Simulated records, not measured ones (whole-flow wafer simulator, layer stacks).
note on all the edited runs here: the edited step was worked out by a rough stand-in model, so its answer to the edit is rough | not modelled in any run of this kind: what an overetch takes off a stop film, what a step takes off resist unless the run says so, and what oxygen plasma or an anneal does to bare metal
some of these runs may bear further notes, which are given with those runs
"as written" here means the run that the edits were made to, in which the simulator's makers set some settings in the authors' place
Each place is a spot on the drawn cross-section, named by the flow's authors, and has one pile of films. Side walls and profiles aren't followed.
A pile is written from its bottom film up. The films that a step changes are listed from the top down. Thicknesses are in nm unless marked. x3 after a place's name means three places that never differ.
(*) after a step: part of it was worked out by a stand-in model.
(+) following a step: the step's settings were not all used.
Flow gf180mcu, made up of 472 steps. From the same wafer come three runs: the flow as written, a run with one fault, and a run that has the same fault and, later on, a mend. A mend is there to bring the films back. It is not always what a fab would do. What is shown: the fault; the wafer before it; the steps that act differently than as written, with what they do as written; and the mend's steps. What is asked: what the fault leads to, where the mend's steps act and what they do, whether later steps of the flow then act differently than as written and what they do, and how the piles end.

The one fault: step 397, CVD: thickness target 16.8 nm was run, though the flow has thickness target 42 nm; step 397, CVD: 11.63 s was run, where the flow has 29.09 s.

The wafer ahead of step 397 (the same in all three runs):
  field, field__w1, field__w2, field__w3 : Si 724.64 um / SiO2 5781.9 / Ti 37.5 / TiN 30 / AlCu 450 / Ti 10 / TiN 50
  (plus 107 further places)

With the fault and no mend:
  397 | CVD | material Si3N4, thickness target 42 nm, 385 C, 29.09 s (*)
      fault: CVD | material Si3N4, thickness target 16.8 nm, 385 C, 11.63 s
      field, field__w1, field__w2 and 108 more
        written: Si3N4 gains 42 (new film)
        fault: Si3N4 gains 16.8 (new film)
  Steps further on in the flow that do not act as written (4 other steps are not shown; they differ only slightly, by no more than 2% or 0.5 nm, whichever is larger):
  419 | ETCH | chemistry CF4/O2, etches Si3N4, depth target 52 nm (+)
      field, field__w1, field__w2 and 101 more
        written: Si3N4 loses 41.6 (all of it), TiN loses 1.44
        fault: Si3N4 loses 16.5 (all of it), TiN loses 1.14
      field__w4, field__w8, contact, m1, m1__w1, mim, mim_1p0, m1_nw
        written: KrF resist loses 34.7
        fault: KrF resist loses 16.5
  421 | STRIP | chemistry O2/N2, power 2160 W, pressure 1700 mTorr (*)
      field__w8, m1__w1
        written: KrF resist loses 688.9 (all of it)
        fault: KrF resist loses 707 (all of it)
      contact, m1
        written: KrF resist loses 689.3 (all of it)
        fault: KrF resist loses 707.5 (all of it)
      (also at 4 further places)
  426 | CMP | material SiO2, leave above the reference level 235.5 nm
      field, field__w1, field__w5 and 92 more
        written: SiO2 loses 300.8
        fault: SiO2 loses 326
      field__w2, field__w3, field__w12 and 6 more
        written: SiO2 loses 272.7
        fault: SiO2 loses 299
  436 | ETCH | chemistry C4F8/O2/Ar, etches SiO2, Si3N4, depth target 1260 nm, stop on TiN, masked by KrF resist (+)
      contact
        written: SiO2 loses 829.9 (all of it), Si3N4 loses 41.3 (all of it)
        fault: SiO2 loses 829.9 (all of it), Si3N4 loses 16.1 (all of it)
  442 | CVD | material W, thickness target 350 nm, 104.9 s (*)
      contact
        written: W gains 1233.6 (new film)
        fault: W gains 1208.2 (new film)
  At field__w4, field__w8, contact, m1, m1__w1, mim, mim_1p0, m1_nw, the piles at the end differ from the flow's by more than 2% or 0.5 nm, whichever is larger.
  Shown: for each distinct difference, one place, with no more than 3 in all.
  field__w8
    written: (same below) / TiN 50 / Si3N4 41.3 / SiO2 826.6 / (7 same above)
    fault: (same below) / TiN 50 / Si3N4 16.1 / SiO2 826.6 / (7 same above)
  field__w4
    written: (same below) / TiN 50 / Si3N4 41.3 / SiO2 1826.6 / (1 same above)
    fault: (same below) / TiN 50 / Si3N4 16.1 / SiO2 1826.6 / (1 same above)
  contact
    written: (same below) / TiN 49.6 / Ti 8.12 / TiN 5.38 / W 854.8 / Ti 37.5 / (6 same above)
    fault: (same below) / TiN 49.6 / Ti 8.24 / TiN 5.46 / W 829.4 / Ti 37.5 / (6 same above)

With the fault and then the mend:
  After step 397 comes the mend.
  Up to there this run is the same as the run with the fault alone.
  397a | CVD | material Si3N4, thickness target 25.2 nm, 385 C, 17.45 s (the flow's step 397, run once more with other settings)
      field, field__w1, field__w2 and 108 more
        Si3N4 gains 25.2
  Every later step of the flow that is run acts as written, at every place that is followed, to within 2% or 0.5 nm, whichever is larger.
  When the end is reached, the piles differ only a little from the flow's at the places that both follow, at most by 2% or 0.5 nm, whichever is larger.
